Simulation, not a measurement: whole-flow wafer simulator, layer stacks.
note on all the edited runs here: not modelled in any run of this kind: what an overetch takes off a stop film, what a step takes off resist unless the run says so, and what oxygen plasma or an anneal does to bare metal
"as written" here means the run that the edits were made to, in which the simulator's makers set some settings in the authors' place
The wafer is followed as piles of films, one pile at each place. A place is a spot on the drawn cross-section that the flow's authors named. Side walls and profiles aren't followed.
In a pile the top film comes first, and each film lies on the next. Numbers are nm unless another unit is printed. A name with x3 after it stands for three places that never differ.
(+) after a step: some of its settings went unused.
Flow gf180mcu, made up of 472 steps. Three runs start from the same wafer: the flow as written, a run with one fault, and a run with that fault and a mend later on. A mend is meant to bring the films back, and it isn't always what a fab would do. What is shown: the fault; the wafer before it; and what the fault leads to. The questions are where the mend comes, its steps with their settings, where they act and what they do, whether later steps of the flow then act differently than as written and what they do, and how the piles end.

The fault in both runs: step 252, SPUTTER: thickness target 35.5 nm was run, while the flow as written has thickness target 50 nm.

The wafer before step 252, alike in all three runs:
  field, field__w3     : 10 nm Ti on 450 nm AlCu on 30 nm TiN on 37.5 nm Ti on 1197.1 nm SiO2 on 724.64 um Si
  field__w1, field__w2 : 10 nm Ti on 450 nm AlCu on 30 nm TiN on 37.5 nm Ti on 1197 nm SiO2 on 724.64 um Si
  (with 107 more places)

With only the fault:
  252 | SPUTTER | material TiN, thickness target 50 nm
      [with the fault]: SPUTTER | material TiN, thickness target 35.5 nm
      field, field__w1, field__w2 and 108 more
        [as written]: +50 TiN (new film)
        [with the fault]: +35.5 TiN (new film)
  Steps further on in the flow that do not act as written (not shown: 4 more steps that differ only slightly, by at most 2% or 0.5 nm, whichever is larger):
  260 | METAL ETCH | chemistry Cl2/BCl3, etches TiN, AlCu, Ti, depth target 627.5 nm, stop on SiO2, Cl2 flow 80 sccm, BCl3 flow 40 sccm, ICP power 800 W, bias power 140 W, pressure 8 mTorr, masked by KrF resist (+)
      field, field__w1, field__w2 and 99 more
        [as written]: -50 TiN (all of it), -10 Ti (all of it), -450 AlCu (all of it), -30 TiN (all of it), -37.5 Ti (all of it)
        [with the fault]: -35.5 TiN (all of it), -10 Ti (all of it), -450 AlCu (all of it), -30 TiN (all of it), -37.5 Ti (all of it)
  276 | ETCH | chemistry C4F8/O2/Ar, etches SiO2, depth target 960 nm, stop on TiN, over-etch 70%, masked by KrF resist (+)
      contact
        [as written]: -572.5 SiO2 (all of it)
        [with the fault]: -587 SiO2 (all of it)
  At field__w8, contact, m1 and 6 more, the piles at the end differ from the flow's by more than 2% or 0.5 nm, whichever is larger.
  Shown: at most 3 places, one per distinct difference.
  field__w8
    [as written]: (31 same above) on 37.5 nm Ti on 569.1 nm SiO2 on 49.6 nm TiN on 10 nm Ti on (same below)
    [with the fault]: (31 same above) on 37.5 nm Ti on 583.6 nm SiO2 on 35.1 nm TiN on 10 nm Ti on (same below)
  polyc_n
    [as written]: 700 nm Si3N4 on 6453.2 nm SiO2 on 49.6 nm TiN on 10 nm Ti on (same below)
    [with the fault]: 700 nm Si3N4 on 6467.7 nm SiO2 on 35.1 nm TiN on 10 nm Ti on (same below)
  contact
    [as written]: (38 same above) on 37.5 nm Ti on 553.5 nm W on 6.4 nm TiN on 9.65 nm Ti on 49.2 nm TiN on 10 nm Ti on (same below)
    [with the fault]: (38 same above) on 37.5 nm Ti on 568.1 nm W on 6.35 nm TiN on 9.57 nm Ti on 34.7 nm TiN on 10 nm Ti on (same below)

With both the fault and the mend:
  After step 252 comes the mend.
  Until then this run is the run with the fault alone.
  252a | SPUTTER | material TiN, thickness target 14.5 nm (the flow's step 252 again, with other settings)
      field, field__w1, field__w2 and 108 more
        +14.5 TiN
  Every later step of the flow that is run acts as written at every place that is followed.
  At every place that both follow, the piles at the end match the flow's.
